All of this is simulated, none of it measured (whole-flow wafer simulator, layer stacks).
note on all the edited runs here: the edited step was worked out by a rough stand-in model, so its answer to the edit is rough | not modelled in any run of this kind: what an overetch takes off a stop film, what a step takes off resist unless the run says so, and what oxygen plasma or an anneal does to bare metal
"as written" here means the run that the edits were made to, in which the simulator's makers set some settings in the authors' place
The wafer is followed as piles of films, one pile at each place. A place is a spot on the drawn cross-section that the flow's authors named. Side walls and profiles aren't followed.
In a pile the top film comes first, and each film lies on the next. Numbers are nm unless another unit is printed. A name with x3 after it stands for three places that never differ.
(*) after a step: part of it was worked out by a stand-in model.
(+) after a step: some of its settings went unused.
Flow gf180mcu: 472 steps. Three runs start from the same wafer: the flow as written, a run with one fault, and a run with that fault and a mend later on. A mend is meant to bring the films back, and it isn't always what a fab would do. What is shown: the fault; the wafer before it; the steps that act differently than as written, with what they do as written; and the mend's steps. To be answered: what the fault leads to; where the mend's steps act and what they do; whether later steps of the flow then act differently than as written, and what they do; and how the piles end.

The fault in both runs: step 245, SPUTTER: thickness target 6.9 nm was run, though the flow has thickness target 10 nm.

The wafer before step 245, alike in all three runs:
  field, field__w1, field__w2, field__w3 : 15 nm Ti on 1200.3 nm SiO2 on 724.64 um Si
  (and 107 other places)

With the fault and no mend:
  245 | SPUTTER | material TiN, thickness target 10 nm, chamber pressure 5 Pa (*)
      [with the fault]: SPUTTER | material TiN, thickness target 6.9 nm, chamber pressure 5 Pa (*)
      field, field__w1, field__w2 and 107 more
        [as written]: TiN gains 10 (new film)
        [with the fault]: TiN gains 6.9 (new film)
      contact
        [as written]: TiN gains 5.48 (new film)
        [with the fault]: TiN gains 3.79 (new film)
  Steps later in the flow that act otherwise than as written (not shown: 1 more step that differs only slightly, by at most 2% or 0.5 nm, whichever is larger):
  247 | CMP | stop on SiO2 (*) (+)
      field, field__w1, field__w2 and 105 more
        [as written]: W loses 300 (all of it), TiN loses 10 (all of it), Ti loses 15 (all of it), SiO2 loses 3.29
        [with the fault]: W loses 300 (all of it), TiN loses 6.9 (all of it), Ti loses 15 (all of it), SiO2 loses 3.26
  The piles end different from the flow's at contact, polyc_n, polyc_p by more than 2% or 0.5 nm, whichever is larger.
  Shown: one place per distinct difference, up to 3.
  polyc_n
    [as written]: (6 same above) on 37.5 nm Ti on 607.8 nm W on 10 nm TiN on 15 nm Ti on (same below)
    [with the fault]: (6 same above) on 37.5 nm Ti on 610.9 nm W on 6.9 nm TiN on 15 nm Ti on (same below)
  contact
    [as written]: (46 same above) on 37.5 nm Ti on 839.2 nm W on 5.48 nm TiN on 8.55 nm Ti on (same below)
    [with the fault]: (46 same above) on 37.5 nm Ti on 840.9 nm W on 3.79 nm TiN on 8.55 nm Ti on (same below)

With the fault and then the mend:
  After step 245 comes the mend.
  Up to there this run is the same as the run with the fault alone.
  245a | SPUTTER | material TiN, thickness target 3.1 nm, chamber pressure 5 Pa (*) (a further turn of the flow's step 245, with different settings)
      field, field__w1, field__w2 and 107 more
        TiN gains 3.1
      contact
        TiN gains 1.7
  Every later step of the flow that is run acts as written at every place that is followed.
  By the end, the piles equal the flow's at every place that both follow.
